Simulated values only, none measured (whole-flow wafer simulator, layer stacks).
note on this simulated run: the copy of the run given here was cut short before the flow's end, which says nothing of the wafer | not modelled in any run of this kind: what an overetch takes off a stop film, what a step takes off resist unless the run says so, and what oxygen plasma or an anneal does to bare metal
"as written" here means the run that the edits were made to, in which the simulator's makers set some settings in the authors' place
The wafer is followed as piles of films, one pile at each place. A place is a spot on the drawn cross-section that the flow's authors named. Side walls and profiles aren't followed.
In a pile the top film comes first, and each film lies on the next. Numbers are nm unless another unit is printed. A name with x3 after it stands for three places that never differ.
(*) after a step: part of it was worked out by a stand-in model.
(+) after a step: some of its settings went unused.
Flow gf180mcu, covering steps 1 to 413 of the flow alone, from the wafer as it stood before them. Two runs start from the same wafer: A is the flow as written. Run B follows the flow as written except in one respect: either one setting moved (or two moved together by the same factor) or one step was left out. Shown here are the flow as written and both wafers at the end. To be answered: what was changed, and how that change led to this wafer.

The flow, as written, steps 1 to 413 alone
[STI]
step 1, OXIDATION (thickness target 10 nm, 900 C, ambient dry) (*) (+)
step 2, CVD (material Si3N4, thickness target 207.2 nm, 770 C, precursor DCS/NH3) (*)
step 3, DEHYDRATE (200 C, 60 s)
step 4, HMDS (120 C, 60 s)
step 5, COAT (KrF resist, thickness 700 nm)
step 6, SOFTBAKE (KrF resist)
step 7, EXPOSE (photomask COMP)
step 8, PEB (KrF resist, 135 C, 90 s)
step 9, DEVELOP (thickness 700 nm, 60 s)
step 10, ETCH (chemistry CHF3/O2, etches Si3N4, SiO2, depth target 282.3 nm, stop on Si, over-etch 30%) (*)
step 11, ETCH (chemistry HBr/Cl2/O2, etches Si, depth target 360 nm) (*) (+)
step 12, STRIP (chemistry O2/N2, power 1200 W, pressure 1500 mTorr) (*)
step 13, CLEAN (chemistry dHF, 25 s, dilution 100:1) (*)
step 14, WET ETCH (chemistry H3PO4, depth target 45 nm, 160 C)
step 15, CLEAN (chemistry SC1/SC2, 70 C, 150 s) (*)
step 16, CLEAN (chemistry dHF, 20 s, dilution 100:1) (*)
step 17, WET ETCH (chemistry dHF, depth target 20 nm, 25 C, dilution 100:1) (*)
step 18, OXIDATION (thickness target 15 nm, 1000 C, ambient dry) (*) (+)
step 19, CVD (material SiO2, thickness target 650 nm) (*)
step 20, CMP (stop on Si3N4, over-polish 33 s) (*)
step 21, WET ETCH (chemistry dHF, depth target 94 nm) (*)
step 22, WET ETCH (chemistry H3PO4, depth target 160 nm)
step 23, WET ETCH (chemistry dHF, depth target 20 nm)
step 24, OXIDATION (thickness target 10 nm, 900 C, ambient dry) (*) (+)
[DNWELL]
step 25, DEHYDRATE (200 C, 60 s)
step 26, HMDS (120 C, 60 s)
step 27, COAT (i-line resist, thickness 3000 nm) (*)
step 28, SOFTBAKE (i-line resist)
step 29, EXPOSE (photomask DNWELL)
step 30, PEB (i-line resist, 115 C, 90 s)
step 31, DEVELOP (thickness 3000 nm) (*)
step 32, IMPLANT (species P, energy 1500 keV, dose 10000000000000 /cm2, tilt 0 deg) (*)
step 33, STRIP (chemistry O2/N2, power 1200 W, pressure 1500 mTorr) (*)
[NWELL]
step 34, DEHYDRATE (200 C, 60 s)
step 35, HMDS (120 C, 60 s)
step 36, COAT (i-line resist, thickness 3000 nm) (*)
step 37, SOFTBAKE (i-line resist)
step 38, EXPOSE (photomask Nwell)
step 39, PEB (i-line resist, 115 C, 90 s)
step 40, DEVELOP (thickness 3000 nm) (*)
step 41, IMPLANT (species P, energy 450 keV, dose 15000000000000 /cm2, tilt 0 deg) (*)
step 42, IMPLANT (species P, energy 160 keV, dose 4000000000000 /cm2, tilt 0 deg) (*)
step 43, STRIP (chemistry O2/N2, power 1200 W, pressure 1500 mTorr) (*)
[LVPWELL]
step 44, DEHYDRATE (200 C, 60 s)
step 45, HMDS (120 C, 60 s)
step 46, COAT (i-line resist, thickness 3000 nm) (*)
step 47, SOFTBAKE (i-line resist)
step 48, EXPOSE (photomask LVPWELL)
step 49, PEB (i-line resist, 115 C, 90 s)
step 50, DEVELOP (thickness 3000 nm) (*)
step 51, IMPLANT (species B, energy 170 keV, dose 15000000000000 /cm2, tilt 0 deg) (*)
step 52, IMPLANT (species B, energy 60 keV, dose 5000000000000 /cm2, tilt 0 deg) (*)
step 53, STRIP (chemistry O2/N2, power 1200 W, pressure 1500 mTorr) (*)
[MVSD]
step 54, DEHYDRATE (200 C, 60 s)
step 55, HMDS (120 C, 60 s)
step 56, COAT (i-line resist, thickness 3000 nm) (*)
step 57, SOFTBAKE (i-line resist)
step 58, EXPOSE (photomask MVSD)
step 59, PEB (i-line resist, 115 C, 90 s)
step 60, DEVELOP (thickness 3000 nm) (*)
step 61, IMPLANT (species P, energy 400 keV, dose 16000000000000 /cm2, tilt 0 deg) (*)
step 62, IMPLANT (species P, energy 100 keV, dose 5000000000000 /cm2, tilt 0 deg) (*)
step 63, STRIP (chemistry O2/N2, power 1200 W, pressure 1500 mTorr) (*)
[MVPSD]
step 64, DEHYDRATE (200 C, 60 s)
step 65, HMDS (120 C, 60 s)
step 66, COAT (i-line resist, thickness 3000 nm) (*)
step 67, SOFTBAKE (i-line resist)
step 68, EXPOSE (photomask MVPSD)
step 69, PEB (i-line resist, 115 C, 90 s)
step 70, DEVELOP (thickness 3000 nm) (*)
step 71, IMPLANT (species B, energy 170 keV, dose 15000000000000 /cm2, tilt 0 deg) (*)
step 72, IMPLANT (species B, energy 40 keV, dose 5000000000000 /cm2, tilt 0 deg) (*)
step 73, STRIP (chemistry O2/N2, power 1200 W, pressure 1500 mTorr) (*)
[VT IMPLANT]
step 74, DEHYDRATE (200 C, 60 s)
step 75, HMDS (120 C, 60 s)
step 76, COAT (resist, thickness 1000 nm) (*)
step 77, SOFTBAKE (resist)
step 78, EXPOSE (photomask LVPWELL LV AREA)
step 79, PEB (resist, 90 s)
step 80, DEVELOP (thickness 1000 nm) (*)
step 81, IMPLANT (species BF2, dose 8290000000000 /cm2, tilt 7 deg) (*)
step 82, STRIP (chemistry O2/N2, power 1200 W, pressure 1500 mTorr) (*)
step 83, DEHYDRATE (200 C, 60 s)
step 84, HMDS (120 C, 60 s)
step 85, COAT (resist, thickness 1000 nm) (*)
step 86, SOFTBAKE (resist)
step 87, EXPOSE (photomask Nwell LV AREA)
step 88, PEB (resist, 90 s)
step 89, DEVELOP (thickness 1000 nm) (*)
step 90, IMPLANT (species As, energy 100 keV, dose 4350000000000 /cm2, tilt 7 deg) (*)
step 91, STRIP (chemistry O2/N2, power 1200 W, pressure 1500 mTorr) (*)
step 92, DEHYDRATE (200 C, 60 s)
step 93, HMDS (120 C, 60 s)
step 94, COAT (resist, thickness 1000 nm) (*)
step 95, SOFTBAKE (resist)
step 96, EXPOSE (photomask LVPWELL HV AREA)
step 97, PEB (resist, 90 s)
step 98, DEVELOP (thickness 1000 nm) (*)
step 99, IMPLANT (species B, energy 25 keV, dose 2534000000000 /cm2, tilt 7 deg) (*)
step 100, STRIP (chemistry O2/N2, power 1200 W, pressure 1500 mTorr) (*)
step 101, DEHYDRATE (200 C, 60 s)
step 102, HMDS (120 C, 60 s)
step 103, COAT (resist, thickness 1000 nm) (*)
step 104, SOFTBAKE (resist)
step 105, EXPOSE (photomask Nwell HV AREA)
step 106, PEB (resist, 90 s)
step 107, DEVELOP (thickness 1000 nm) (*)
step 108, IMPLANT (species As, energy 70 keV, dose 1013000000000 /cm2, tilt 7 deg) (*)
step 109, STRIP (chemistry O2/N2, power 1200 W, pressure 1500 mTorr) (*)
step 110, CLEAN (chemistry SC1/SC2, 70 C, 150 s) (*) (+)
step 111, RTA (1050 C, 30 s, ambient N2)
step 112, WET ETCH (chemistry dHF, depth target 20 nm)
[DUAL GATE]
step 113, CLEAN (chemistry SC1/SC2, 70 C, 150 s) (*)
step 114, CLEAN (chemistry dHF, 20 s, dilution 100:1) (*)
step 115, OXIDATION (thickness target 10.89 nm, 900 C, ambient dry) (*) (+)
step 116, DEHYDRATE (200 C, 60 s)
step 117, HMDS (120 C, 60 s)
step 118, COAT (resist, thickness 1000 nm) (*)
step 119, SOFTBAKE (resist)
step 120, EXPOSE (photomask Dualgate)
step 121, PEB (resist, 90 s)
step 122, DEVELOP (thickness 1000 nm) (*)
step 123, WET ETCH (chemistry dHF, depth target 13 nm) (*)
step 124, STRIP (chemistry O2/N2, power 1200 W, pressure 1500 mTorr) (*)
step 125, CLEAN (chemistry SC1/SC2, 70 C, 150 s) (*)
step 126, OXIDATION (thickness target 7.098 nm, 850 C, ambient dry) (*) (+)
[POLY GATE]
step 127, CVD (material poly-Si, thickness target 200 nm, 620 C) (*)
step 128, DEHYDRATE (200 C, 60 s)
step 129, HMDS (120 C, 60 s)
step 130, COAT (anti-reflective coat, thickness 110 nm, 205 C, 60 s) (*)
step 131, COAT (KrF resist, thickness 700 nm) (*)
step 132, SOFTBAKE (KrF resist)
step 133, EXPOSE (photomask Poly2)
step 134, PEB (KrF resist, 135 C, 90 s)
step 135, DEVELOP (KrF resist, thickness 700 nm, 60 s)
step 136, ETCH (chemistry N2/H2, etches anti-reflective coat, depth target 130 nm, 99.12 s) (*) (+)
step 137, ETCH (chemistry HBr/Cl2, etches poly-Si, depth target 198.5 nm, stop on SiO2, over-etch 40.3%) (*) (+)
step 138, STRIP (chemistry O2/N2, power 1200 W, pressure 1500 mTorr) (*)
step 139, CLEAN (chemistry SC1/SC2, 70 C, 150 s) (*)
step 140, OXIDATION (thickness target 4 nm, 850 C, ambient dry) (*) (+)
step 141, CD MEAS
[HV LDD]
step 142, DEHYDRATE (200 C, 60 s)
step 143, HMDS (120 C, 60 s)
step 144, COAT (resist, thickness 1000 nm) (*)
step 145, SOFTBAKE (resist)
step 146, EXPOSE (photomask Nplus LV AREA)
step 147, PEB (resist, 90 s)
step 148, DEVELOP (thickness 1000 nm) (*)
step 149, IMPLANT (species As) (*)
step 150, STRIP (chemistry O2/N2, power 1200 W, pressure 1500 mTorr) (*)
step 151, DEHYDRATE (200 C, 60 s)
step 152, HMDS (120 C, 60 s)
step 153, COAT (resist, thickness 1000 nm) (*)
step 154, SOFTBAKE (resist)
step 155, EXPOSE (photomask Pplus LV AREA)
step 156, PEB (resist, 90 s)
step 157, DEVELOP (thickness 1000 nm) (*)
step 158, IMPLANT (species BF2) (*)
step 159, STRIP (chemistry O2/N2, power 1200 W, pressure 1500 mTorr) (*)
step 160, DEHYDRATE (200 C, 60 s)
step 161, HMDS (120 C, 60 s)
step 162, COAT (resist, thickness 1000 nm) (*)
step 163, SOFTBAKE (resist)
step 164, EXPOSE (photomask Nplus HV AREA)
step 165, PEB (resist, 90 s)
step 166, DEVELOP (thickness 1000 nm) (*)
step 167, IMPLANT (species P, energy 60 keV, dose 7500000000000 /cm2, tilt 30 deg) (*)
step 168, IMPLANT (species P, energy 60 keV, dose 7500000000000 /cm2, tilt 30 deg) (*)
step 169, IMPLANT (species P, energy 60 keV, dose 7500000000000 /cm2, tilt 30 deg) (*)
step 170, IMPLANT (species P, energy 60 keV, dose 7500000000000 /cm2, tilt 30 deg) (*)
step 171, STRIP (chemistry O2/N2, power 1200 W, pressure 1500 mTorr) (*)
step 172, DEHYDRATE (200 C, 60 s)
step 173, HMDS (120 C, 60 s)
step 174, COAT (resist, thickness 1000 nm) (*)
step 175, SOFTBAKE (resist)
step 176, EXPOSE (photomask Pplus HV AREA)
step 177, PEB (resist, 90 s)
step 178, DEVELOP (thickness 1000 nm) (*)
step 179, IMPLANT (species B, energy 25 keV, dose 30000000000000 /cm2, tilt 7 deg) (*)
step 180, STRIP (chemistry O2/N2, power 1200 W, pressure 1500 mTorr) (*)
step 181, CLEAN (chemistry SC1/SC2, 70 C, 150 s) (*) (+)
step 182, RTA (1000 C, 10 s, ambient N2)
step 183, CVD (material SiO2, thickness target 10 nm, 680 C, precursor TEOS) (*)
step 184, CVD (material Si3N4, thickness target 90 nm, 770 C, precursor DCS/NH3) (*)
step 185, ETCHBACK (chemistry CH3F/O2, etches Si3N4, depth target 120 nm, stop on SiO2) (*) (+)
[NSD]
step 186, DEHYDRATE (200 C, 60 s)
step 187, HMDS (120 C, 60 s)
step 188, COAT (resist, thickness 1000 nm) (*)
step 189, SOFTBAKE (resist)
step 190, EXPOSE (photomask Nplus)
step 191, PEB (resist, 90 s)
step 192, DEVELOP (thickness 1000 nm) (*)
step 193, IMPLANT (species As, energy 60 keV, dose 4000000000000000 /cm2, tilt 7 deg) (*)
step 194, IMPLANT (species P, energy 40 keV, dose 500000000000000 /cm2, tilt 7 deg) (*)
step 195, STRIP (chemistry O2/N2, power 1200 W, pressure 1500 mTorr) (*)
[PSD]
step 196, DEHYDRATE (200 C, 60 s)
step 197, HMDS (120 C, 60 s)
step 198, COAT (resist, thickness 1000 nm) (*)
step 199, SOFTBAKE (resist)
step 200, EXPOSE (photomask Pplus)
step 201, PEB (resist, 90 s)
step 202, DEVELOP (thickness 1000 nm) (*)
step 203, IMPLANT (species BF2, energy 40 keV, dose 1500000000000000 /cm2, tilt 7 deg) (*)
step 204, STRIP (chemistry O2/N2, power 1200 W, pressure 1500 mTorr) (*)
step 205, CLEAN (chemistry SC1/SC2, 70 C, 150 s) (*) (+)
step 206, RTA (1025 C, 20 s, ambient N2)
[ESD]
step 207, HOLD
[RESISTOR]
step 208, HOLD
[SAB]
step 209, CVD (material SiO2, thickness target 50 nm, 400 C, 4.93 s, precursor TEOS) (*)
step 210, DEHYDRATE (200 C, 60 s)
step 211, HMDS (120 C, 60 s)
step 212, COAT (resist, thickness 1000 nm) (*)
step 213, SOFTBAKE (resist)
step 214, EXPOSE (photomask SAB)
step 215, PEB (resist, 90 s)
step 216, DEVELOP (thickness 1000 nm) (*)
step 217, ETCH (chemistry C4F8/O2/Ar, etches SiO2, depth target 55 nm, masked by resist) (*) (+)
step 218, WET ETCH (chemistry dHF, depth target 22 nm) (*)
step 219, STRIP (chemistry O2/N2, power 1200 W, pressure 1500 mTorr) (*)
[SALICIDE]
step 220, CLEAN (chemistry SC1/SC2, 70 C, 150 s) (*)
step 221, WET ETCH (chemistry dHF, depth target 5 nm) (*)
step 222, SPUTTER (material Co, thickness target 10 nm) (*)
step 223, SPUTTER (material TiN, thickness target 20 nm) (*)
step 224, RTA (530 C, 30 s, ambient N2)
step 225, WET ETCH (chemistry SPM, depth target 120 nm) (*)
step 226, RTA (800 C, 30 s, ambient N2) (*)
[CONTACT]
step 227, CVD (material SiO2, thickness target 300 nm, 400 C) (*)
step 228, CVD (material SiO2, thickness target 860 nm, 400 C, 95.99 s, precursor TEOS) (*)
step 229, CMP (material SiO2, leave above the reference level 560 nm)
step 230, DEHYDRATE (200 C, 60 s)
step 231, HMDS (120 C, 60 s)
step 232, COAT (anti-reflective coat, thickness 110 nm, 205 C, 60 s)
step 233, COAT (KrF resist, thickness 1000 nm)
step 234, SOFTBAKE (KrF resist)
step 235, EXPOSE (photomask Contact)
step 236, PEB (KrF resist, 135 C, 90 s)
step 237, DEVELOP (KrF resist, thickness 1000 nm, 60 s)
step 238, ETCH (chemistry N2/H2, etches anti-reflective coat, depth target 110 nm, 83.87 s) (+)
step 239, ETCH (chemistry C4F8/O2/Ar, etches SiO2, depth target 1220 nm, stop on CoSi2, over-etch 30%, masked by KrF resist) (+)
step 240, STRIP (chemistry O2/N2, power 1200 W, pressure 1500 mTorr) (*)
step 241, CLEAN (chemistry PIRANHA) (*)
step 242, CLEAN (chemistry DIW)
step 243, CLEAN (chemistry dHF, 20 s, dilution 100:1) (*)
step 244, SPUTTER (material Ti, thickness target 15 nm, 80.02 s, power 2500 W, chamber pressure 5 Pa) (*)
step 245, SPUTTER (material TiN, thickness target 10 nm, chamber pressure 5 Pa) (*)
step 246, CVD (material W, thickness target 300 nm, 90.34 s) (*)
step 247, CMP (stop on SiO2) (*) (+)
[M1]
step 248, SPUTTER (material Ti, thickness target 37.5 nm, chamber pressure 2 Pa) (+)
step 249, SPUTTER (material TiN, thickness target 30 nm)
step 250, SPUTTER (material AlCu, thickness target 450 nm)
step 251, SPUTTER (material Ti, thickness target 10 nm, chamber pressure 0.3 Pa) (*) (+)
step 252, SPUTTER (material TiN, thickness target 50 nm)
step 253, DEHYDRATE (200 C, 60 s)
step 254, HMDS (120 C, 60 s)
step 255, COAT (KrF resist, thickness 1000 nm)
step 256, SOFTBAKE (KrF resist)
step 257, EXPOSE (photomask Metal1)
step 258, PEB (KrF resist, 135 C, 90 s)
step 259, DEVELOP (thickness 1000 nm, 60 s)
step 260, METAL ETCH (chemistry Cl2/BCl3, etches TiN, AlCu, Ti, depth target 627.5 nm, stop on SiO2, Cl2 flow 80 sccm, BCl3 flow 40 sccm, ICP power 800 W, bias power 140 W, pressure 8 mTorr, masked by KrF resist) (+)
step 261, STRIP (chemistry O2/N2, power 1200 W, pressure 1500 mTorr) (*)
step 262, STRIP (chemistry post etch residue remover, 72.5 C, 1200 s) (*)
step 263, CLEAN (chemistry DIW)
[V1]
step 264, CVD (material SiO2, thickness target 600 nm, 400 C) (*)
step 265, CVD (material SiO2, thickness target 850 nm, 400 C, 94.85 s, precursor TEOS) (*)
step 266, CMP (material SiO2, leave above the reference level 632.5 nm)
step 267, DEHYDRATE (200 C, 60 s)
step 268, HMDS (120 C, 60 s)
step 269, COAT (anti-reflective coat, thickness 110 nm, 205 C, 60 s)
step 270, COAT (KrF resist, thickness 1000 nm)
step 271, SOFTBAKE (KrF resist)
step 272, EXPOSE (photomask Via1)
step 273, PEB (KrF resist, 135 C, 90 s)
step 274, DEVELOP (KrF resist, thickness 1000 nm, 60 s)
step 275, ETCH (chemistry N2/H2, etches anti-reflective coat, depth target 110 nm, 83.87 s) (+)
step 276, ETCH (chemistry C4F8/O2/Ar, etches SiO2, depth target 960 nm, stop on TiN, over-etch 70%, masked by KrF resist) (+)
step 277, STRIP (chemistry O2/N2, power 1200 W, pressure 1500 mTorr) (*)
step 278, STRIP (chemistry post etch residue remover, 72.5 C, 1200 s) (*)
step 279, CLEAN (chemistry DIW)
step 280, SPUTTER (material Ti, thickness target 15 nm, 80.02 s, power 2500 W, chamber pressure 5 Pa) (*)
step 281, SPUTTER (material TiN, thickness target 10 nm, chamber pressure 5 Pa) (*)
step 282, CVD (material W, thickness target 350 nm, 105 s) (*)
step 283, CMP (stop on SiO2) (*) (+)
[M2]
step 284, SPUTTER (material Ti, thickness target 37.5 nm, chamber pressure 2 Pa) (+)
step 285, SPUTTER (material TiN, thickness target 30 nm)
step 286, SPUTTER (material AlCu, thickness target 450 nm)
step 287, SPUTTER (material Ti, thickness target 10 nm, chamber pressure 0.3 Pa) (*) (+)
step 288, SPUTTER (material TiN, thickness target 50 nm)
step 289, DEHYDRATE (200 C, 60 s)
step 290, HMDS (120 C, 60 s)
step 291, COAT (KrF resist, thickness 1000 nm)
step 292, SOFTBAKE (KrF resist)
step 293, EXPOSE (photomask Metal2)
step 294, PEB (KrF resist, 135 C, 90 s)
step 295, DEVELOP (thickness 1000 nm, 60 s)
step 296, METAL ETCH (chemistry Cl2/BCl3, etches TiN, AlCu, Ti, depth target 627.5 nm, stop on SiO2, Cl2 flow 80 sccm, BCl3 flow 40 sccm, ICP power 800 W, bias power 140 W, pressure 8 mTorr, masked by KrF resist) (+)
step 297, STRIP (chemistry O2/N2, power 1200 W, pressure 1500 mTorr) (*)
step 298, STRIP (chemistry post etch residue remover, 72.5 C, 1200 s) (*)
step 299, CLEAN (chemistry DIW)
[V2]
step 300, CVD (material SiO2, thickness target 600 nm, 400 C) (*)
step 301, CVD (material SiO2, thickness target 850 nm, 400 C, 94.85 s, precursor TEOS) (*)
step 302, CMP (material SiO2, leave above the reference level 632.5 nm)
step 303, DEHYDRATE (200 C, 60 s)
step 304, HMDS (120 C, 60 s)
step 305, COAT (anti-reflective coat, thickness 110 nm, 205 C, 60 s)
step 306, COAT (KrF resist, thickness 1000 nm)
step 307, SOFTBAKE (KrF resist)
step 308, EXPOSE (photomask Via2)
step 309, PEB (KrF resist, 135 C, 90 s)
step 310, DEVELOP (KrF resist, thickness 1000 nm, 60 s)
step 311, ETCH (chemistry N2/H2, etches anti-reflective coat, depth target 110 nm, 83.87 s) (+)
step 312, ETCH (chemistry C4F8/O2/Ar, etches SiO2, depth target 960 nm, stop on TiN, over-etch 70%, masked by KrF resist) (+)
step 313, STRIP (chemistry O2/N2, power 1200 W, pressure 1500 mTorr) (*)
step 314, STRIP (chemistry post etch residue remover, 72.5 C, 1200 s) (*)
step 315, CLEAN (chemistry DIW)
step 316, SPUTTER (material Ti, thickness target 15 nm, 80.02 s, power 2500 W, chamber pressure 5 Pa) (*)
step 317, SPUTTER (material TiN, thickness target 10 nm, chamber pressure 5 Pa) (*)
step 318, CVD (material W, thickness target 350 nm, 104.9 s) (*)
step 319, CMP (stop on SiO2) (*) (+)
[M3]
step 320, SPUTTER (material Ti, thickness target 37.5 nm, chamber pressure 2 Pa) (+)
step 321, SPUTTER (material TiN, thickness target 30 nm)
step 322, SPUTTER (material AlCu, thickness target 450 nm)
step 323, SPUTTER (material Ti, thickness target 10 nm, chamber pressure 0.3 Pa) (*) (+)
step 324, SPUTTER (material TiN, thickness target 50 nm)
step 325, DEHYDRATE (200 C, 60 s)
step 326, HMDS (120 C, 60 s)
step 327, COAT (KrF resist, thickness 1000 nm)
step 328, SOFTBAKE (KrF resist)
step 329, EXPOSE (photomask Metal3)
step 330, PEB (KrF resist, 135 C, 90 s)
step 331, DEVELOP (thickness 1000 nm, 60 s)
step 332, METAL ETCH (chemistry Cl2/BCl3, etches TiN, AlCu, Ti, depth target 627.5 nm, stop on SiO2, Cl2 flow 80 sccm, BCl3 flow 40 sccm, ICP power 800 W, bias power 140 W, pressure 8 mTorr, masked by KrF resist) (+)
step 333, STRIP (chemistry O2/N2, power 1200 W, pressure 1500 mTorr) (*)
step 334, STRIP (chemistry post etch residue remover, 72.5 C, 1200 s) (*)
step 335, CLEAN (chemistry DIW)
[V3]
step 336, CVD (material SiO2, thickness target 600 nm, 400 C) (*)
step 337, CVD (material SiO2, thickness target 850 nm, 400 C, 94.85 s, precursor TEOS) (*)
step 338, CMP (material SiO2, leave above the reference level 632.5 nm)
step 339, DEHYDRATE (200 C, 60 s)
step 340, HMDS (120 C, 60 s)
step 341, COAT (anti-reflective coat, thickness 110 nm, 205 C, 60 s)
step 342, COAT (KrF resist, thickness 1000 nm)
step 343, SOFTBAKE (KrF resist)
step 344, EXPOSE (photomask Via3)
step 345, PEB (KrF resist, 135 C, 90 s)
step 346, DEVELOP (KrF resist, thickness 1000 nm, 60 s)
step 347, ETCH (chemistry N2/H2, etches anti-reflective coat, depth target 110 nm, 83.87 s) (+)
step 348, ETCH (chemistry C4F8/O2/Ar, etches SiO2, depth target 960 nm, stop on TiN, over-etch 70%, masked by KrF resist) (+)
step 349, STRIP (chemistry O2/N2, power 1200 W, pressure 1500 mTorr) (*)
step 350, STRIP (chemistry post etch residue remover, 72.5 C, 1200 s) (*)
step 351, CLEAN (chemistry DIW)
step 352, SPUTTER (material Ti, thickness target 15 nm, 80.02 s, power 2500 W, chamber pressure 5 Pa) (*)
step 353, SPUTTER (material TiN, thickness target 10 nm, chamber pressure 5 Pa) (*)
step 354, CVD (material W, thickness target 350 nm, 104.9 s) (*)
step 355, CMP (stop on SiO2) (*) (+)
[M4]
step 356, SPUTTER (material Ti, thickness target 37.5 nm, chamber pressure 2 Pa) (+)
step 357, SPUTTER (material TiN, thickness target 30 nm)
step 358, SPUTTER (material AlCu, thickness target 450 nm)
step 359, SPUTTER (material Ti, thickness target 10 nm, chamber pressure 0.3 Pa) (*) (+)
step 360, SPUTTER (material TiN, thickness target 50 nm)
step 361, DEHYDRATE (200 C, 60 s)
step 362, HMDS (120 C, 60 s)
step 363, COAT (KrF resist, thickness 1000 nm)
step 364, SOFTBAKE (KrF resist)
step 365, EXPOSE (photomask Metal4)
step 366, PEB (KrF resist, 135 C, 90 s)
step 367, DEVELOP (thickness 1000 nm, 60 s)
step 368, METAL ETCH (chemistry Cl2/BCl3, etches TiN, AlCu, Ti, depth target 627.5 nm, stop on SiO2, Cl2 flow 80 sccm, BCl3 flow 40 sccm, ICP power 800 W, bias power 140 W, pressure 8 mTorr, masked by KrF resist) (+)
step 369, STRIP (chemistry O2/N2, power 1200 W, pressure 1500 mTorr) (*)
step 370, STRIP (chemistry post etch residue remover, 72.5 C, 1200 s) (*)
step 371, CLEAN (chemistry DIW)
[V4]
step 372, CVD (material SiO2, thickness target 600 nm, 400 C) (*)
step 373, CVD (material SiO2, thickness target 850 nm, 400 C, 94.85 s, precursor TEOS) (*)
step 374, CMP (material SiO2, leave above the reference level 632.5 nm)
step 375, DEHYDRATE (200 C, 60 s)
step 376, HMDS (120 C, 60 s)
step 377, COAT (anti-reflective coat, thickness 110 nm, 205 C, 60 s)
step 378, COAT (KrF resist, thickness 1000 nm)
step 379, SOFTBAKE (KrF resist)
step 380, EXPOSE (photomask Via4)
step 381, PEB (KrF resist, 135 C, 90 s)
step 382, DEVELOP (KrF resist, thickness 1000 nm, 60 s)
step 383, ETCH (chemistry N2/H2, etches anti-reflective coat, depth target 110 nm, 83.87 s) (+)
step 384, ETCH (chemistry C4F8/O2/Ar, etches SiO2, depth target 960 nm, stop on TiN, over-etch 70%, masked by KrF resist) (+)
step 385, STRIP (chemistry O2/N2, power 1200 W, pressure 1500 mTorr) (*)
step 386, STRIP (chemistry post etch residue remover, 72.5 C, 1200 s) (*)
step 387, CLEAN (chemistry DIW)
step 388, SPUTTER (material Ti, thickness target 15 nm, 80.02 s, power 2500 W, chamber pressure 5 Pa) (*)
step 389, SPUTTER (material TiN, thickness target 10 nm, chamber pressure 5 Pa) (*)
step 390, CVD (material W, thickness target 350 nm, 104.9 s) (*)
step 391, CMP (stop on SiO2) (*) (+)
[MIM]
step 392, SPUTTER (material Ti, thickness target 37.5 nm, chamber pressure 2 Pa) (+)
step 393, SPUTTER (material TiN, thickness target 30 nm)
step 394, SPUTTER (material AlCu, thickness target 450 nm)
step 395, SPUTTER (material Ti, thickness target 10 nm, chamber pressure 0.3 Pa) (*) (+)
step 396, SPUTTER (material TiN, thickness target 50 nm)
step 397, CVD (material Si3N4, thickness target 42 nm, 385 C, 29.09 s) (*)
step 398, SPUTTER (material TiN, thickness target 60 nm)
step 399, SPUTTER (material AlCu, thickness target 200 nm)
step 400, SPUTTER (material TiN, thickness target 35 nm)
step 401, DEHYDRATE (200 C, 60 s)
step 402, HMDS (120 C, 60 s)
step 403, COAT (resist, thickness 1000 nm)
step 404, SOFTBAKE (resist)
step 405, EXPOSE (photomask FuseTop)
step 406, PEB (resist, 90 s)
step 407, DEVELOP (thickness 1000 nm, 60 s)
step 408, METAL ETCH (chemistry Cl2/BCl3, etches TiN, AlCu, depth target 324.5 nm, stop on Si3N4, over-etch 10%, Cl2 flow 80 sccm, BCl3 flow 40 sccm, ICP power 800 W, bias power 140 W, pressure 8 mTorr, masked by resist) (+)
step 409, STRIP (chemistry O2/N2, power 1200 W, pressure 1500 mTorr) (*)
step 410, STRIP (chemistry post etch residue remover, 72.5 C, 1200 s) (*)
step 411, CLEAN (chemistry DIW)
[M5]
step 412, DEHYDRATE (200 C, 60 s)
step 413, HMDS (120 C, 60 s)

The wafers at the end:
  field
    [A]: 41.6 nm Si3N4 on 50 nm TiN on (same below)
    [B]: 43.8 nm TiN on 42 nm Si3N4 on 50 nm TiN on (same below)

The reason: step 408, METAL ETCH: depth target 250.8 nm was run, while the flow as written has depth target 324.5 nm.

The path from the change to this, step by step:
  step 408, METAL ETCH (chemistry Cl2/BCl3, etches TiN, AlCu, depth target 324.5 nm, stop on Si3N4, over-etch 10%, Cl2 flow 80 sccm, BCl3 flow 40 sccm, ICP power 800 W, bias power 140 W, pressure 8 mTorr, masked by resist) (+)
      field, field__w1, field__w2 and 107 more: A TiN loses 35 (all of it), AlCu loses 200 (all of it), TiN loses 60 (all of it) | B TiN loses 35 (all of it), AlCu loses 200 (all of it), TiN loses 15.8
      mim: A resist loses 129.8 | B resist loses 100.3
  step 409, STRIP (chemistry O2/N2, power 1200 W, pressure 1500 mTorr) (*)
      mim: A resist loses 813 (all of it) | B resist loses 842.5 (all of it)
Taking metal films that touch as one body, field has 2 bodies (between them, from the top down: Si3N4 42); the flow as written gives 1 body.
